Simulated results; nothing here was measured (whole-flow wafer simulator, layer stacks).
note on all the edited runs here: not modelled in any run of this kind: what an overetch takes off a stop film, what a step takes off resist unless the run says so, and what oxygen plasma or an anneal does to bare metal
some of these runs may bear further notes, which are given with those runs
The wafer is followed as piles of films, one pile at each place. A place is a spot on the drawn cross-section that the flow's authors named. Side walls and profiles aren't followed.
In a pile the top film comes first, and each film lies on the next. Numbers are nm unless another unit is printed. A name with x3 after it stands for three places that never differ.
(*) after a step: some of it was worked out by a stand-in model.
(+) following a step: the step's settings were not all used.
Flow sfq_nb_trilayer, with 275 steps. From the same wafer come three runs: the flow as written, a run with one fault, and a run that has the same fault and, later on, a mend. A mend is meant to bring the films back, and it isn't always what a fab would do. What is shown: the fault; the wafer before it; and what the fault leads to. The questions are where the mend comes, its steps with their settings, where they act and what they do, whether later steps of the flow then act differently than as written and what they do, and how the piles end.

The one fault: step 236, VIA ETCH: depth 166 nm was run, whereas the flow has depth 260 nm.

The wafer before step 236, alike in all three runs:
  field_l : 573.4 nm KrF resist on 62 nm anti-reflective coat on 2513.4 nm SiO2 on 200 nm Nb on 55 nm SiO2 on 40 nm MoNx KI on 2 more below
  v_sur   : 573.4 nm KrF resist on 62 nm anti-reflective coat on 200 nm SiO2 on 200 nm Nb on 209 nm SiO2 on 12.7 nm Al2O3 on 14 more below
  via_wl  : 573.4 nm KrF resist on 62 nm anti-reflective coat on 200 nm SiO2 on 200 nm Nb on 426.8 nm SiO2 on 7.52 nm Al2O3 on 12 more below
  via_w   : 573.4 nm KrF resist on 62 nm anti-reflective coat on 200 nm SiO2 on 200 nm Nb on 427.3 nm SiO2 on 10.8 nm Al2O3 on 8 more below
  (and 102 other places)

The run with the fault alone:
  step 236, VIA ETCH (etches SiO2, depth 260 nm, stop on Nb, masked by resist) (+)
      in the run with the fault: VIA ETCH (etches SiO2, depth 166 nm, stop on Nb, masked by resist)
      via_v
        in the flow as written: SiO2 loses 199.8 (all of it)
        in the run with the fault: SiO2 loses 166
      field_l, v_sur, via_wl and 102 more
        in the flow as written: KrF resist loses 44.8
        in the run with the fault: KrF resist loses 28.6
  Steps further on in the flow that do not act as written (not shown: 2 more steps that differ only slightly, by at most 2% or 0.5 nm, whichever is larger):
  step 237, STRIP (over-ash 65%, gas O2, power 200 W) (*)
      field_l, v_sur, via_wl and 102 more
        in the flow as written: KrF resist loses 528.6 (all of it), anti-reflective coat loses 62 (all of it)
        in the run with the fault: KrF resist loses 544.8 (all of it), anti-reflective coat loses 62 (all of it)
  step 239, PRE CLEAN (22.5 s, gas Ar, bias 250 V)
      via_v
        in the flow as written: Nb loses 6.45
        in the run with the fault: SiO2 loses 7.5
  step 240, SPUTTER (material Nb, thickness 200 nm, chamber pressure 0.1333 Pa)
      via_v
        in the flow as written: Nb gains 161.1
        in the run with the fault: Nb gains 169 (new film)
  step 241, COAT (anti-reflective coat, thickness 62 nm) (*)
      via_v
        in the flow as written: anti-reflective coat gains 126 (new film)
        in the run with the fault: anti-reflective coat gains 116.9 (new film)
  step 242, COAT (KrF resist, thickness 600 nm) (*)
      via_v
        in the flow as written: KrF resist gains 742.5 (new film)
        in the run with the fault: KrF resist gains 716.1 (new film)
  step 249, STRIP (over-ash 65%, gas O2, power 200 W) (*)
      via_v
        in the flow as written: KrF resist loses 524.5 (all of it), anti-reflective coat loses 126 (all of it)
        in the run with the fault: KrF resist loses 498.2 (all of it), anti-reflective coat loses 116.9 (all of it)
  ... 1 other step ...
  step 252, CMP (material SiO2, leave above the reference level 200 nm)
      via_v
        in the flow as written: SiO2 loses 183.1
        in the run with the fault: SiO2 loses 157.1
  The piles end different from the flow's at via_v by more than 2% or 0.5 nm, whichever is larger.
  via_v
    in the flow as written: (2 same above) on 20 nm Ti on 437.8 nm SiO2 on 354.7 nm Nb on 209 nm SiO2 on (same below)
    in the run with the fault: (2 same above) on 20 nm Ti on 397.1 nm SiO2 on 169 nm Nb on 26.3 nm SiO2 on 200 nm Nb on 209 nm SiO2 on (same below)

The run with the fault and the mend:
  The mend stands after step 236.
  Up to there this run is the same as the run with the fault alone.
  step 236a, VIA ETCH (etches SiO2, depth 94 nm, stop on Nb, masked by resist) (+) (the flow's step 236 again, with other settings)
      field_l, v_sur, via_wl and 102 more
        KrF resist loses 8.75
      via_v
        SiO2 loses 33.8 (all of it)
  Every later step of the flow that is run acts as written, at every place that is followed, to within 2% or 0.5 nm, whichever is larger.
  The piles end the same as the flow's at every place that both follow.
